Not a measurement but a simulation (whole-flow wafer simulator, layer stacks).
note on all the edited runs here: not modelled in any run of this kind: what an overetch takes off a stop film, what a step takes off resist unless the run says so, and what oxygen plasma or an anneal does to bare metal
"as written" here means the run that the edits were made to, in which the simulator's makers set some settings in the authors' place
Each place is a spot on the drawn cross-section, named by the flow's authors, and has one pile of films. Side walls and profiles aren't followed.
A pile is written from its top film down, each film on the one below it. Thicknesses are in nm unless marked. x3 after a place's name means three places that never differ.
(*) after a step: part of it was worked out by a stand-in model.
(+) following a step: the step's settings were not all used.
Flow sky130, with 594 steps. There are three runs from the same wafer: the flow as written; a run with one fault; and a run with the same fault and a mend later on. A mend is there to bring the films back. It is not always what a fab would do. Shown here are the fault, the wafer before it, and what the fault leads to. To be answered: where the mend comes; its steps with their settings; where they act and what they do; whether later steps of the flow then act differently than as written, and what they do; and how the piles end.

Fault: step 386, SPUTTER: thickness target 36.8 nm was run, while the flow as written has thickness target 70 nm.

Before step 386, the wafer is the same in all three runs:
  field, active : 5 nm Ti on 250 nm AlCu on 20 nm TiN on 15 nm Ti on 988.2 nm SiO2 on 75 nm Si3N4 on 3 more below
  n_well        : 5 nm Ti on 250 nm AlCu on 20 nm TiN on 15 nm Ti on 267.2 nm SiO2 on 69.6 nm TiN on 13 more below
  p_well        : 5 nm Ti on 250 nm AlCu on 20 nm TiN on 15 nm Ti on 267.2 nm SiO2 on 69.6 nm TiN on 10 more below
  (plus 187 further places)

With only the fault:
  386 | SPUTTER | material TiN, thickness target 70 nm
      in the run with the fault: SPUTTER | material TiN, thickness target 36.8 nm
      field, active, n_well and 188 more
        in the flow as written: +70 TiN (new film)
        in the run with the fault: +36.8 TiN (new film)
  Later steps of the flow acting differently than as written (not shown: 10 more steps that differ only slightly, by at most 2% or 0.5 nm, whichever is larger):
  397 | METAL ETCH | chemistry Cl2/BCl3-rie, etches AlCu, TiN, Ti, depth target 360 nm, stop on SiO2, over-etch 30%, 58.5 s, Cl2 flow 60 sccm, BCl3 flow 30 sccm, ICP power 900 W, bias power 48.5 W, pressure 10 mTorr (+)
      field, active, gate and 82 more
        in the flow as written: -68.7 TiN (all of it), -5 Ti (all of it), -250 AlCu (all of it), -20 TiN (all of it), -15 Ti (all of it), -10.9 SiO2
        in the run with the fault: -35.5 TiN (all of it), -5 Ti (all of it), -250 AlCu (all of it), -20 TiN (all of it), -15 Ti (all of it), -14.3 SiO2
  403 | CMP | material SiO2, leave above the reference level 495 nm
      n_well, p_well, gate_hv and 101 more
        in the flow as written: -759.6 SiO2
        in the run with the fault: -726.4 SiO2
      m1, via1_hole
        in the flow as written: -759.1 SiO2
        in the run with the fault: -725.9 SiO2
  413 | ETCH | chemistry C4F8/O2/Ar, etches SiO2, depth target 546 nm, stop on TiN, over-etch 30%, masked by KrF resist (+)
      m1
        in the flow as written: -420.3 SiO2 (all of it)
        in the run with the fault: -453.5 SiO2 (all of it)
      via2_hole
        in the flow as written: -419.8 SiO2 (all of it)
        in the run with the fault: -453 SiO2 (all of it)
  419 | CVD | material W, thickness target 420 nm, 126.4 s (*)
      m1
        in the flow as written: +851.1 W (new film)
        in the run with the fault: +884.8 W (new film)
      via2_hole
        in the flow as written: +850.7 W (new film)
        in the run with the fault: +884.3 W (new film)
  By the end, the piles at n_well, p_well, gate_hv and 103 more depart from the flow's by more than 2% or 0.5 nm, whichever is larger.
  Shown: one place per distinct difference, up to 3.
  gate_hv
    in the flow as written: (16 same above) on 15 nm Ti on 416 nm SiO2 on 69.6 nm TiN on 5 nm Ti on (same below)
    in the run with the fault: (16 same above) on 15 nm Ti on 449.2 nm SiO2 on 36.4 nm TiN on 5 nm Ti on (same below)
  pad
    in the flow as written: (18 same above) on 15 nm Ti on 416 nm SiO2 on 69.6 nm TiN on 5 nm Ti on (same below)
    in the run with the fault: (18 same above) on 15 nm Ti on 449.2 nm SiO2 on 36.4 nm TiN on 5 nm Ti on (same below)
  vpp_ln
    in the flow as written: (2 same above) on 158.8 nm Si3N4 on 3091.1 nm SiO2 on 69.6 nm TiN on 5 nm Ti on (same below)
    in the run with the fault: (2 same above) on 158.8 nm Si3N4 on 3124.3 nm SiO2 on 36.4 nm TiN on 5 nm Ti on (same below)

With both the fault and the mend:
  The mend stands after step 386.
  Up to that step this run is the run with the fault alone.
  386a | SPUTTER | material TiN, thickness target 33.2 nm (the flow's step 386 again, with other settings)
      field, active, n_well and 188 more
        +33.2 TiN
  Every later step of the flow that is run acts as written at every place that is followed.
  By the end, the piles equal the flow's at every place that both follow.
